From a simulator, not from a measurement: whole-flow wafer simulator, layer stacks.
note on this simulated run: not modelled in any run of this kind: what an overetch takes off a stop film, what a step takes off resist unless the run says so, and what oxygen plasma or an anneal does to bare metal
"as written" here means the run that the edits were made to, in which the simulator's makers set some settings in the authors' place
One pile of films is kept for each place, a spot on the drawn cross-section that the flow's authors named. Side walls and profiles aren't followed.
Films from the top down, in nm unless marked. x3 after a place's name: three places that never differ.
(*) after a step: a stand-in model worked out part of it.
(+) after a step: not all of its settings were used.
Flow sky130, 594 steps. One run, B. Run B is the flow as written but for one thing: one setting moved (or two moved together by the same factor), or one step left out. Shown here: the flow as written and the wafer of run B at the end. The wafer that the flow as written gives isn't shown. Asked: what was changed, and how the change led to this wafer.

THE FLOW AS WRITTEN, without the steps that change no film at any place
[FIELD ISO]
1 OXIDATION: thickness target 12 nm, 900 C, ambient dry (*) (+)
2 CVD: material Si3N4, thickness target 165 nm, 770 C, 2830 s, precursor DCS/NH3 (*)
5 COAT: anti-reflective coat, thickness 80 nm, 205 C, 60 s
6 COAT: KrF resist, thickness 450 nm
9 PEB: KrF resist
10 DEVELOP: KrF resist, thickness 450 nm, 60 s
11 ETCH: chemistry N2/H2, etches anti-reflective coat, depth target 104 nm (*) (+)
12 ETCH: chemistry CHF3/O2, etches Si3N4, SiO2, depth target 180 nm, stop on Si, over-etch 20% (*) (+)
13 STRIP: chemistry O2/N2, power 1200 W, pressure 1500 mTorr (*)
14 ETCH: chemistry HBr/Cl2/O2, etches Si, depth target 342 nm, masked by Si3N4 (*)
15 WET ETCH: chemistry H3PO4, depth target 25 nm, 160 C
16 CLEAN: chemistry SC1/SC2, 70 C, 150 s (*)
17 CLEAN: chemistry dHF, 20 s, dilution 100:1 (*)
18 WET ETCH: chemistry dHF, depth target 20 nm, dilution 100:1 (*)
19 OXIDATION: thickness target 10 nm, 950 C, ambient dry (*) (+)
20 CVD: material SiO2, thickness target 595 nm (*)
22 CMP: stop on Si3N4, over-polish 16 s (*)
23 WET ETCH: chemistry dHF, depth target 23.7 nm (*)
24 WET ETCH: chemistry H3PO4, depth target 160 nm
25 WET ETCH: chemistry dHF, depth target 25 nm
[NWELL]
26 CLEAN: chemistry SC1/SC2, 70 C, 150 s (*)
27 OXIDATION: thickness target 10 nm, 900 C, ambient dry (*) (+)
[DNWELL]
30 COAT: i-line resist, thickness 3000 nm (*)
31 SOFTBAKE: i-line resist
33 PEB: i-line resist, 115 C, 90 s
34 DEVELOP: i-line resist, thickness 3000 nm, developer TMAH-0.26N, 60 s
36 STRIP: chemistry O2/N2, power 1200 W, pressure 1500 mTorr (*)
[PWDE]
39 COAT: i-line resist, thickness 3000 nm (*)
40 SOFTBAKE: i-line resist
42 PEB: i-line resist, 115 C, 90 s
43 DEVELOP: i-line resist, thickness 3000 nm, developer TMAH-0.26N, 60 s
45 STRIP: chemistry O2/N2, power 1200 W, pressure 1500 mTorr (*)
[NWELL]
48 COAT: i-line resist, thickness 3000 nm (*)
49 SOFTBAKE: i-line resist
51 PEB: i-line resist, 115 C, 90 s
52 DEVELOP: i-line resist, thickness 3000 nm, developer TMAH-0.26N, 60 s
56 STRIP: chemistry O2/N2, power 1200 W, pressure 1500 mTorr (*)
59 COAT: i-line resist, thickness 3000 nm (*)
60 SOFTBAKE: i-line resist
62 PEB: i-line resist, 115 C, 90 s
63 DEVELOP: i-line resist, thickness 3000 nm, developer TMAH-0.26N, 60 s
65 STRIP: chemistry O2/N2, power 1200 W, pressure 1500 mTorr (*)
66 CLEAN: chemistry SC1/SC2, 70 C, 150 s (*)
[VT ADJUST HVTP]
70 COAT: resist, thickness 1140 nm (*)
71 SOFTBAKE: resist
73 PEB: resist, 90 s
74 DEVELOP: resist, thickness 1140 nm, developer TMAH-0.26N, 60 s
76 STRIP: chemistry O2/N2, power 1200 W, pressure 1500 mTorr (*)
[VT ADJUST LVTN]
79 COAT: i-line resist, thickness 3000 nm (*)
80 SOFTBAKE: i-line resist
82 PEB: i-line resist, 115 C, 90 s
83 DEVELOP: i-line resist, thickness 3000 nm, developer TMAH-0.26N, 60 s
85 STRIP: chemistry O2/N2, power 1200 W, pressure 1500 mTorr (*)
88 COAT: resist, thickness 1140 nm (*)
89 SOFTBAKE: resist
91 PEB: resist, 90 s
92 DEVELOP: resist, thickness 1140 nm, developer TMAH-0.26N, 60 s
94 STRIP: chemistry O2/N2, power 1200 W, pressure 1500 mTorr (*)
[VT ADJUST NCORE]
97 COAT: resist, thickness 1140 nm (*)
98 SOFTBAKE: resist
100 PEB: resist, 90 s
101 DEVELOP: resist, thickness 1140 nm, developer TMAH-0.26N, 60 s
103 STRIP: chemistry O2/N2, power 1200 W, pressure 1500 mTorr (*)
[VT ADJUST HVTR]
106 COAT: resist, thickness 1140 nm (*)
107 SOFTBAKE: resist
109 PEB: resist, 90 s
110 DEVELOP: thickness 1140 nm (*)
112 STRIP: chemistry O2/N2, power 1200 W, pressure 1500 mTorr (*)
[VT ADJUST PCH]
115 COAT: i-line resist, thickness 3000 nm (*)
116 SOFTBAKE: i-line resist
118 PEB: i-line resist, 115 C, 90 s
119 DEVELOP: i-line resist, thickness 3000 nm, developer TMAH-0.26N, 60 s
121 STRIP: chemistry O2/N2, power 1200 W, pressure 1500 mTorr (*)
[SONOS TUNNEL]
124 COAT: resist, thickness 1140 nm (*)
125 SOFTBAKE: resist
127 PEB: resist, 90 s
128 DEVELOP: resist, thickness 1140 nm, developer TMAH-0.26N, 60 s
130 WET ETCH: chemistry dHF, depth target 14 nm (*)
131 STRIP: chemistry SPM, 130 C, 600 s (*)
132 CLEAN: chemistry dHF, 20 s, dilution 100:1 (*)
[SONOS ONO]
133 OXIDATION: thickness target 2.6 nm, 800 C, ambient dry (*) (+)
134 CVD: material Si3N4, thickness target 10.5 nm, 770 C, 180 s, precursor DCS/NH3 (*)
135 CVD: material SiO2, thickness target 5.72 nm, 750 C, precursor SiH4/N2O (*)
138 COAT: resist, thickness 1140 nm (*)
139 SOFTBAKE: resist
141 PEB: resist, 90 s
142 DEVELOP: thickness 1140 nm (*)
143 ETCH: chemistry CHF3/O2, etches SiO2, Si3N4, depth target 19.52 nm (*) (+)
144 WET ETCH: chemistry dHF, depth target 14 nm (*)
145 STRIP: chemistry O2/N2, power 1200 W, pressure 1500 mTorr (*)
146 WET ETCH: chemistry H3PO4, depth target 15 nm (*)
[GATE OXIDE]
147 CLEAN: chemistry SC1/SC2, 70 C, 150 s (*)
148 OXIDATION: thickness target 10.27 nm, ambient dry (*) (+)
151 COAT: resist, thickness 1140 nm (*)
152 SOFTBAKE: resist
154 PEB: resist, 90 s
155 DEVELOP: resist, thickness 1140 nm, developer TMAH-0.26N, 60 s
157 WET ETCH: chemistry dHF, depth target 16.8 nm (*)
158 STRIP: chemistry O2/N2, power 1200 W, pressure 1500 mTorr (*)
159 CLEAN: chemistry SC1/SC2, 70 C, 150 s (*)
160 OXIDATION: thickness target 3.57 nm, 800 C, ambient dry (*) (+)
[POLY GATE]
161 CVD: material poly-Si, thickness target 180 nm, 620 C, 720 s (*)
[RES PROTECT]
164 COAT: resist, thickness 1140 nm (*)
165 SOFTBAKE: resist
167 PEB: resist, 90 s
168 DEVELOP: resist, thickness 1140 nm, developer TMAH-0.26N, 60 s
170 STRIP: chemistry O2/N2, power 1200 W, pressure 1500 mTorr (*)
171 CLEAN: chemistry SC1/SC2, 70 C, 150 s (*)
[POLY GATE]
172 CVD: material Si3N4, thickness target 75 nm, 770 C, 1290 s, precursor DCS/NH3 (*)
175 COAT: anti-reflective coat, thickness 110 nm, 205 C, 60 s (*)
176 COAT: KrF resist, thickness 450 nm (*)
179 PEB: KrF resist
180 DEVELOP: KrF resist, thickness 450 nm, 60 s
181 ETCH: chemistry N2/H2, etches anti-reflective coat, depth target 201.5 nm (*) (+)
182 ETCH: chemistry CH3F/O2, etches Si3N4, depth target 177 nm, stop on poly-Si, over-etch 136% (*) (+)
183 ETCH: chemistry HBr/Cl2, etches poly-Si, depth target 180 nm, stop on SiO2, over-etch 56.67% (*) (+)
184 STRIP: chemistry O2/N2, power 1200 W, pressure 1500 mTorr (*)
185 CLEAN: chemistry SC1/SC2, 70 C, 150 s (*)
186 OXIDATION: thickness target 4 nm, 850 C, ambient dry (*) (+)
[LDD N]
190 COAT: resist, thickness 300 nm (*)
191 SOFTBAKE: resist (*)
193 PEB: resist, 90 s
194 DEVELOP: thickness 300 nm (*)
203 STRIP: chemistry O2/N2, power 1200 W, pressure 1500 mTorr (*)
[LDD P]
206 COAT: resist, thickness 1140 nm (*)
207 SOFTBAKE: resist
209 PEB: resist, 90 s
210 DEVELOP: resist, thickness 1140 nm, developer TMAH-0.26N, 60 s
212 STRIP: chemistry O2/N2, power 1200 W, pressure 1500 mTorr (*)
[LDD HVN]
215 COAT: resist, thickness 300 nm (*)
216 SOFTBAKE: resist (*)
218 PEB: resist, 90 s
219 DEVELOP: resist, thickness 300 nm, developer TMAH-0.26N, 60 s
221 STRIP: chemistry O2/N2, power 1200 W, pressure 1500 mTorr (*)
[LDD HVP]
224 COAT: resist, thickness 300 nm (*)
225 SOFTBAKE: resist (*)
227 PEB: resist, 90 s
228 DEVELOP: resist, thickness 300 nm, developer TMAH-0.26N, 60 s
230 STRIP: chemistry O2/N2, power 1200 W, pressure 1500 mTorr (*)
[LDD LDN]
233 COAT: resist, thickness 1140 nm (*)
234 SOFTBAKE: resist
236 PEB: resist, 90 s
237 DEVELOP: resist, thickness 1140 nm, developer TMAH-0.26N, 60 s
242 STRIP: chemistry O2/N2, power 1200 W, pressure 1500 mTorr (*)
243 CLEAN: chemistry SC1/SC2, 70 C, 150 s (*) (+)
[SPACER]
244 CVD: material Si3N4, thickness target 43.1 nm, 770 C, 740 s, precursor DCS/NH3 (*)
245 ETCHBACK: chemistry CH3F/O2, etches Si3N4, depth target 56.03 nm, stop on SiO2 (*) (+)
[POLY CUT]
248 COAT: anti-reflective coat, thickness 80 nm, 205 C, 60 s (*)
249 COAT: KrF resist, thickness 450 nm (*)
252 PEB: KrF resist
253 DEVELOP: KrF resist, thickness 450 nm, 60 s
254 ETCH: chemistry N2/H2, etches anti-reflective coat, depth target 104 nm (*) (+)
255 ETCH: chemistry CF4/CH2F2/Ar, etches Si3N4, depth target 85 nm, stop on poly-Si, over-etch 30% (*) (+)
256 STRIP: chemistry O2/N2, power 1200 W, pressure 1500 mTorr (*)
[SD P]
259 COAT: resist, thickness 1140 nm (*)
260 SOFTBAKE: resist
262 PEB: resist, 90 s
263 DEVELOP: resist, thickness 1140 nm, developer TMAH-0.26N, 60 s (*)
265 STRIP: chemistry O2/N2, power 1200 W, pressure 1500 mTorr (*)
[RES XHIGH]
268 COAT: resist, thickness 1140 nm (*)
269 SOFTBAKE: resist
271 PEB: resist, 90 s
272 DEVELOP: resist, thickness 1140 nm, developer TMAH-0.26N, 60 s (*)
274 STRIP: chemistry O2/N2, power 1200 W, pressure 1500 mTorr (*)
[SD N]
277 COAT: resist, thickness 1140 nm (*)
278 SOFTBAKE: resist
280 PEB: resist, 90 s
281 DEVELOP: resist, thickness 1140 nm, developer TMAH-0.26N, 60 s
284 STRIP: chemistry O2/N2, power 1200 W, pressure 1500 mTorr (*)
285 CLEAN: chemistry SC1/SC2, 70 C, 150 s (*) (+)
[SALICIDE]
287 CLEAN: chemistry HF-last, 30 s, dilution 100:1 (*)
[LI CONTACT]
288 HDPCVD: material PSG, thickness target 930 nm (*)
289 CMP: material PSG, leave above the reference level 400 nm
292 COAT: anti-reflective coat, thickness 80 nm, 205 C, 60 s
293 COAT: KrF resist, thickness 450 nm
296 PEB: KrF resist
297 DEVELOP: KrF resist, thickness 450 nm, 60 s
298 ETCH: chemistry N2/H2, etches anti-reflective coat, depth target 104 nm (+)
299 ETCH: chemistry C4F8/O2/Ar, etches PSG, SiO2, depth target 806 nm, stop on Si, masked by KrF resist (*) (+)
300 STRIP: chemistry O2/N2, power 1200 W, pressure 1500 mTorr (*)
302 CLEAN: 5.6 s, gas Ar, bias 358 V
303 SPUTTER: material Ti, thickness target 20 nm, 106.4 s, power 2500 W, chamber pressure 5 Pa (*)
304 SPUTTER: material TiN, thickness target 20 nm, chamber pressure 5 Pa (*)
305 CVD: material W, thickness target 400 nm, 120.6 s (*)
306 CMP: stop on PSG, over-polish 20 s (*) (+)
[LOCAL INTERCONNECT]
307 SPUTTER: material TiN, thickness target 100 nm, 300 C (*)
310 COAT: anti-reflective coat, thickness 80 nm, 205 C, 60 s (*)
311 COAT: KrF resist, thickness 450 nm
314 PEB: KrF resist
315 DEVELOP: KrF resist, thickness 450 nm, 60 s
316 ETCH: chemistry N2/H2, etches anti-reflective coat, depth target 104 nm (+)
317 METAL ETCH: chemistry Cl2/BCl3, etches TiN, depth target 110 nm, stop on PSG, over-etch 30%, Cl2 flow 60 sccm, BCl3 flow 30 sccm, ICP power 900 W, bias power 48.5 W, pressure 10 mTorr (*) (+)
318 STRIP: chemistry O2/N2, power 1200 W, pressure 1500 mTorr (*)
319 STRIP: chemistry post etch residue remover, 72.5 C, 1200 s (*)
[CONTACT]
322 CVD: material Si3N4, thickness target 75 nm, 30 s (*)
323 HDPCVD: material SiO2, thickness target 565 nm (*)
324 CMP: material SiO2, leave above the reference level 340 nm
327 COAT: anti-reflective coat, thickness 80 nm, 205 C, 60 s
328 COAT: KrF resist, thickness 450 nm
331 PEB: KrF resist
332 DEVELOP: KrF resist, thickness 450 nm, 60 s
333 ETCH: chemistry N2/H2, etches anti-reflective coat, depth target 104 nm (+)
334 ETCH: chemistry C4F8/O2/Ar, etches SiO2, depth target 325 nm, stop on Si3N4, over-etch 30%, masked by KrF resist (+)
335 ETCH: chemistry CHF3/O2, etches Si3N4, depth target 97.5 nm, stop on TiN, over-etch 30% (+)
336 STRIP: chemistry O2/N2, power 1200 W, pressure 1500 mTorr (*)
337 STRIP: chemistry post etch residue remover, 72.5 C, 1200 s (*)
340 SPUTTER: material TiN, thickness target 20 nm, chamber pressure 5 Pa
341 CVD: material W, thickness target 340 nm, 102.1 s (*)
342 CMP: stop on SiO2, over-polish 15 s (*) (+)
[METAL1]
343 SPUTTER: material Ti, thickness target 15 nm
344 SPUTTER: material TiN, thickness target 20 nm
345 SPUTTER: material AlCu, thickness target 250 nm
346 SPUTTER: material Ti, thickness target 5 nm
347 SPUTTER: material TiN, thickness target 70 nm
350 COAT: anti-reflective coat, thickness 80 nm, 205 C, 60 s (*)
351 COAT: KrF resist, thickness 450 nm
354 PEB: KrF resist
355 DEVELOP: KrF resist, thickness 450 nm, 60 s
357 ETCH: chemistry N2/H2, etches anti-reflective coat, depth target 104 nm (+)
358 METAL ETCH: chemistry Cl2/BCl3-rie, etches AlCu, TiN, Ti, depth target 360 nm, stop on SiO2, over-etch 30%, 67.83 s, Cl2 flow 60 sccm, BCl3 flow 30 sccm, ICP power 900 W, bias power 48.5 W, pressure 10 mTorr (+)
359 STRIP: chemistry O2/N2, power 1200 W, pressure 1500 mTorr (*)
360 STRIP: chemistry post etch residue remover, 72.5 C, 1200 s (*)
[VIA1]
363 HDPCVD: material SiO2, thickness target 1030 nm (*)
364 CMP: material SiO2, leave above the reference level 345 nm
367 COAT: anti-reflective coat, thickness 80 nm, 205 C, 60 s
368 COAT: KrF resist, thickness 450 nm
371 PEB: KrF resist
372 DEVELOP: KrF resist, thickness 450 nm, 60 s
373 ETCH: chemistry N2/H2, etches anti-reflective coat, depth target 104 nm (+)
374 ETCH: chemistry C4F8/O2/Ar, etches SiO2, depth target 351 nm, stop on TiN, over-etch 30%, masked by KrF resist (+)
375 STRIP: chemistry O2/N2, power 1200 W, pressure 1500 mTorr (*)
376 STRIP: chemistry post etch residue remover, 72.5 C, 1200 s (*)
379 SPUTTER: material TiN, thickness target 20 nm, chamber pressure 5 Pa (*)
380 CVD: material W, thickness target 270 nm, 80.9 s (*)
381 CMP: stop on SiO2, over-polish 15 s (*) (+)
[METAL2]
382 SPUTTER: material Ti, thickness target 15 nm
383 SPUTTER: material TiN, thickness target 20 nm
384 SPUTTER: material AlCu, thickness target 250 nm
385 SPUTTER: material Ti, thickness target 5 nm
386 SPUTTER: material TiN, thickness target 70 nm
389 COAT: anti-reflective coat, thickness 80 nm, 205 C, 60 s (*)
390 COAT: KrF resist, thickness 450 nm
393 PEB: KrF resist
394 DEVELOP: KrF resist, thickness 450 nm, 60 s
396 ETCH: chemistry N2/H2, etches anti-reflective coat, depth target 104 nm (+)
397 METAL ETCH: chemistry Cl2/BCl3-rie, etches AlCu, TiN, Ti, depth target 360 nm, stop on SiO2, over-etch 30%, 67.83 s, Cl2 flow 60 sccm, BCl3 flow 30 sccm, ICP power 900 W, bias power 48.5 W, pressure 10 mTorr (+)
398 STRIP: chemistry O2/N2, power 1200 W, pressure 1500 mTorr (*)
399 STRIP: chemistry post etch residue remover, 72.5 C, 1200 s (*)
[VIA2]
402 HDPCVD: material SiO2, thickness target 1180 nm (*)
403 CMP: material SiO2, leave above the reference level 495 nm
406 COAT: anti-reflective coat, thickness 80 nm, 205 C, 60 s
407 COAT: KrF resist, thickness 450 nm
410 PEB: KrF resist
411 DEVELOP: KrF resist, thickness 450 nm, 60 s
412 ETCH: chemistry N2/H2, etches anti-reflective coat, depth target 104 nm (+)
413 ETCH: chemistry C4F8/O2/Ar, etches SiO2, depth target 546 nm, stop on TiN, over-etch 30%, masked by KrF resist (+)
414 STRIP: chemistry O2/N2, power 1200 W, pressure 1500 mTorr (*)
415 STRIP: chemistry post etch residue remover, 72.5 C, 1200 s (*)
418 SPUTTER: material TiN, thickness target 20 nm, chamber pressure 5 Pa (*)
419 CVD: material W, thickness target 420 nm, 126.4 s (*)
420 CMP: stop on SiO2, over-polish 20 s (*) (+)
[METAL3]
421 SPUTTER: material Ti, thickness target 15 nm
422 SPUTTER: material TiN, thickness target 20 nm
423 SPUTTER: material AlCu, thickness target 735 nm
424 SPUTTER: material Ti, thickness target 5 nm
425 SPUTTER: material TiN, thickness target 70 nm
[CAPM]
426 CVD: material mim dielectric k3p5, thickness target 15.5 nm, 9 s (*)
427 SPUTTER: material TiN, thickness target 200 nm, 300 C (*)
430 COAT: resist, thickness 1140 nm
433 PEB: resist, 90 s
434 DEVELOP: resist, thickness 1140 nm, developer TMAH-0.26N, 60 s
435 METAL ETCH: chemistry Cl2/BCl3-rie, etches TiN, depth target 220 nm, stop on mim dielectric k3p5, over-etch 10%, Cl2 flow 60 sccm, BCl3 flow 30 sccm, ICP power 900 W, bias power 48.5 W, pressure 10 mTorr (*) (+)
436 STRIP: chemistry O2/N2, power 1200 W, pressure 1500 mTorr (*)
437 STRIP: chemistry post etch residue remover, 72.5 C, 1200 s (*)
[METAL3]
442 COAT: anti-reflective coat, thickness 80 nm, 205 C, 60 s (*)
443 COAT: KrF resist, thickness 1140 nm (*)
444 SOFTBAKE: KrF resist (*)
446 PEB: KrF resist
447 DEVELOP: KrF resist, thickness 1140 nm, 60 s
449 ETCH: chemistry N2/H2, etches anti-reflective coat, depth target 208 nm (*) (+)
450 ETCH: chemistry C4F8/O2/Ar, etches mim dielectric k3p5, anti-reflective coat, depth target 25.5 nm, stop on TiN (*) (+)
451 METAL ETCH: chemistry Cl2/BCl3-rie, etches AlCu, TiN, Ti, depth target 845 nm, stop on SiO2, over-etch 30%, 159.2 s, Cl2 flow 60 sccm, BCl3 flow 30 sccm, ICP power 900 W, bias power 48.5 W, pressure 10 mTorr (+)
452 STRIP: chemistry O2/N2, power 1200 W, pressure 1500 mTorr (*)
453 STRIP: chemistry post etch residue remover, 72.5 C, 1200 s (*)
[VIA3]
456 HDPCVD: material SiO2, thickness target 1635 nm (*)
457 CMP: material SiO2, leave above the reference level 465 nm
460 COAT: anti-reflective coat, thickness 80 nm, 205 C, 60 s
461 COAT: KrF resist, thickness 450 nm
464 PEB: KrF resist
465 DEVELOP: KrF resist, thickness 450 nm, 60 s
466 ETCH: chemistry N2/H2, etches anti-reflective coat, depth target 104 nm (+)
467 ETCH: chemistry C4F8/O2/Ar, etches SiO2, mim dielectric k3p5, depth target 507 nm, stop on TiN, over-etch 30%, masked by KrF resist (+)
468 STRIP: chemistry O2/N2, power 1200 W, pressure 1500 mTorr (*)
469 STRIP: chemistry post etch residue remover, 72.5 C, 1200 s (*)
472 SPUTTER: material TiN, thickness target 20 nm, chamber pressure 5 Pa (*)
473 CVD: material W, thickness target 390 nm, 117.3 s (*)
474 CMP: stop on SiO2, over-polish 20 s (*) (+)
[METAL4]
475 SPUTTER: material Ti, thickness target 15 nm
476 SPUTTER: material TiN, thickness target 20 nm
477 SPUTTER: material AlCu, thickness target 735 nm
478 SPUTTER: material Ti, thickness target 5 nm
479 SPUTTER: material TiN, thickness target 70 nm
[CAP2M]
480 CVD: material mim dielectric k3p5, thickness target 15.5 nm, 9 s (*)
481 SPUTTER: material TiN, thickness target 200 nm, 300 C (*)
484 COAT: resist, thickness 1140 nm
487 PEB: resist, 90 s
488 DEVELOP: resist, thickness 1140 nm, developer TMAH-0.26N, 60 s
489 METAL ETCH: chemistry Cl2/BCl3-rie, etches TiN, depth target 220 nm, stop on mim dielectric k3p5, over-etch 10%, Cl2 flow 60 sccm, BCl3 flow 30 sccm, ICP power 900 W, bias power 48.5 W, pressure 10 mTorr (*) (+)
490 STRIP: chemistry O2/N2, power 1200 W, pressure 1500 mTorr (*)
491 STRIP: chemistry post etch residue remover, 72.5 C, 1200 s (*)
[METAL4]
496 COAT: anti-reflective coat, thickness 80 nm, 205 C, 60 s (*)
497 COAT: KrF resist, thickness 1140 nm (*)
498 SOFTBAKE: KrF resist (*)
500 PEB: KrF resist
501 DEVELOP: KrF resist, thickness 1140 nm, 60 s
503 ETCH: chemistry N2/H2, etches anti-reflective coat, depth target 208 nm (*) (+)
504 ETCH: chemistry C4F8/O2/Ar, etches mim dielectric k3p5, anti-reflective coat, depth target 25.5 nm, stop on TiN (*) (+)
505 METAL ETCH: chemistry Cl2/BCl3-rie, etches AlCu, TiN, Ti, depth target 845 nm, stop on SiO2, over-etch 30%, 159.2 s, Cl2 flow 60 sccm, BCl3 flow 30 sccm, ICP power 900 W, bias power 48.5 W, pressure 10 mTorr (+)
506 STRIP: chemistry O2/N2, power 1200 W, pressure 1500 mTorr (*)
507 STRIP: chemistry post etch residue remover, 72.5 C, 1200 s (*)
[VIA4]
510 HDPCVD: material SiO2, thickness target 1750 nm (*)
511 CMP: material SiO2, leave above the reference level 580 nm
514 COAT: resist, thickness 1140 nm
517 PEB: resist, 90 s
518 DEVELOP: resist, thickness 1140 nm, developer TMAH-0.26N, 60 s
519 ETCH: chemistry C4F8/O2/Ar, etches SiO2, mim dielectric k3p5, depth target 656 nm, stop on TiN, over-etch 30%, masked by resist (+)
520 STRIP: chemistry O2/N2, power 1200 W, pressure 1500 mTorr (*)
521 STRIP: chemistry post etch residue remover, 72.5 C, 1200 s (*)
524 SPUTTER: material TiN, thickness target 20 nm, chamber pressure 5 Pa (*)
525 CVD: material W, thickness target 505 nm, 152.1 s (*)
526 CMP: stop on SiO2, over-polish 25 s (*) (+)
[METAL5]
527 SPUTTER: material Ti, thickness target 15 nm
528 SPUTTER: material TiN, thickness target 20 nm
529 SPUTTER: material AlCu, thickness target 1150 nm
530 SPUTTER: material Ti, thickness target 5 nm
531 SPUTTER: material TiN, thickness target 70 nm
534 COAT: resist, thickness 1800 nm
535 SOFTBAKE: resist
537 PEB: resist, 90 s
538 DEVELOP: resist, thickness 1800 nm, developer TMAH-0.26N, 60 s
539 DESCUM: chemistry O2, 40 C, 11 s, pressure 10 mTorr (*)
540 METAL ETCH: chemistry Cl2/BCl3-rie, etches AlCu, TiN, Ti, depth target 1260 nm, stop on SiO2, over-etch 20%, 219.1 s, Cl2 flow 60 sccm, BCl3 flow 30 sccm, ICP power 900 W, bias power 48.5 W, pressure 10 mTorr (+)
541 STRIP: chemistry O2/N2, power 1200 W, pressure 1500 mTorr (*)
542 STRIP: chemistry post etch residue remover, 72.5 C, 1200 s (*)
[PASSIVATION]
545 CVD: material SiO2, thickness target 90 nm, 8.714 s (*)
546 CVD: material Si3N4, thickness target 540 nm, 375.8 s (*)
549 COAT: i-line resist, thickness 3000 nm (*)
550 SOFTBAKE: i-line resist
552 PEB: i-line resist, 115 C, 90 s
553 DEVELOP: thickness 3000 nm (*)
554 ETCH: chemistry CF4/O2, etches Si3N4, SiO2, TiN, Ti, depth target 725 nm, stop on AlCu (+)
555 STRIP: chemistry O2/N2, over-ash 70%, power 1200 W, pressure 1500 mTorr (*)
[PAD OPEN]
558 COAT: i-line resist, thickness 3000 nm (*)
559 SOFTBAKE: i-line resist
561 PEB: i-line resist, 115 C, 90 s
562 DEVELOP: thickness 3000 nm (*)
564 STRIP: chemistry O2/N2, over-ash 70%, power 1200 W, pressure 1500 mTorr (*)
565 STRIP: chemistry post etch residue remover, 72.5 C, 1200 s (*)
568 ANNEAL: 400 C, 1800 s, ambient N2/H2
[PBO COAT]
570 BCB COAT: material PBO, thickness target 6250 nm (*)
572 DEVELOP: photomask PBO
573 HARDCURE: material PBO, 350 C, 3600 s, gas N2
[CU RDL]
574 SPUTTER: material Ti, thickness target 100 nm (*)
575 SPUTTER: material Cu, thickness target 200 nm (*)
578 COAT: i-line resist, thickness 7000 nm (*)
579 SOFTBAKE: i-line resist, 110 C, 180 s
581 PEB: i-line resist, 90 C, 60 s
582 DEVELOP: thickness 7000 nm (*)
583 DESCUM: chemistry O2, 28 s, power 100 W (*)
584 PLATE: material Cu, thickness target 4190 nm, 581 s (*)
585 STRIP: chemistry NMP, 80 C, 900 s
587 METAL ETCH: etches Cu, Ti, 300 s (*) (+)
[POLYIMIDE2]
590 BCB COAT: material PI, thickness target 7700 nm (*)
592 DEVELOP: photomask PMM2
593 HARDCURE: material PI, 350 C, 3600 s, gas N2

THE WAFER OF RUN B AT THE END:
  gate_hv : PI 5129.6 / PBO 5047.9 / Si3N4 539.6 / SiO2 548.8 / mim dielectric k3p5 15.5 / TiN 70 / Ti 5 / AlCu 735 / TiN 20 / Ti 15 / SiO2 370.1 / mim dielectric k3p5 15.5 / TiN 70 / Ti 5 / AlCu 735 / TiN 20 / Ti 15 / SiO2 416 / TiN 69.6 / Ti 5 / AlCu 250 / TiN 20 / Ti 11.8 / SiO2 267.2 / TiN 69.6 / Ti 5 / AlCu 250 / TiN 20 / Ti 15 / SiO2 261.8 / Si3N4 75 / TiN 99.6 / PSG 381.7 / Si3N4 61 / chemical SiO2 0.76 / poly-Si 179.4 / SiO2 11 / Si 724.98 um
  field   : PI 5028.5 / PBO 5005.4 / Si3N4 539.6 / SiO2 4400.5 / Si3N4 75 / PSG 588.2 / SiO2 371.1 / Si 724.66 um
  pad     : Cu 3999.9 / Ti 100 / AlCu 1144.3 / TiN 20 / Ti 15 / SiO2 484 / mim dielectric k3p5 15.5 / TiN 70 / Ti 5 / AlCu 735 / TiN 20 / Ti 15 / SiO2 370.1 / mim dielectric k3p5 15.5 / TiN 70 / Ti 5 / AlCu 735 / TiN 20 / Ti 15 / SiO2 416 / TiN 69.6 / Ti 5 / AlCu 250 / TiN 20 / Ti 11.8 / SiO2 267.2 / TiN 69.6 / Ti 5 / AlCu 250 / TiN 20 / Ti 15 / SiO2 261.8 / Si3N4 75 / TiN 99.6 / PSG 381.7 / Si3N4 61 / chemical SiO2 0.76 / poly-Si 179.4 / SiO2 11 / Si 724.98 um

The cause: step 382, SPUTTER: thickness target 11.8 nm was run, where the flow has thickness target 15 nm.
It can be read off the wafer: gate_hv has Ti 11.8, and step 382 as written asks for 15 nm.

How the change led to this, step by step:
  382 SPUTTER: material Ti, thickness target 15 nm
      field, active, n_well and 188 more: Ti +11.8 (new film) (as written it would be: Ti +15 (new film))
  397 METAL ETCH: chemistry Cl2/BCl3-rie, etches AlCu, TiN, Ti, depth target 360 nm, stop on SiO2, over-etch 30%, 67.83 s, Cl2 flow 60 sccm, BCl3 flow 30 sccm, ICP power 900 W, bias power 48.5 W, pressure 10 mTorr (+)
      field, active, gate and 82 more: TiN -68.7 (all of it), Ti -5 (all of it), AlCu -250 (all of it), TiN -20 (all of it), Ti -11.8 (all of it), SiO2 -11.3 (as written it would be: TiN -68.7 (all of it), Ti -5 (all of it), AlCu -250 (all of it), TiN -20 (all of it), Ti -15 (all of it), SiO2 -10.9)
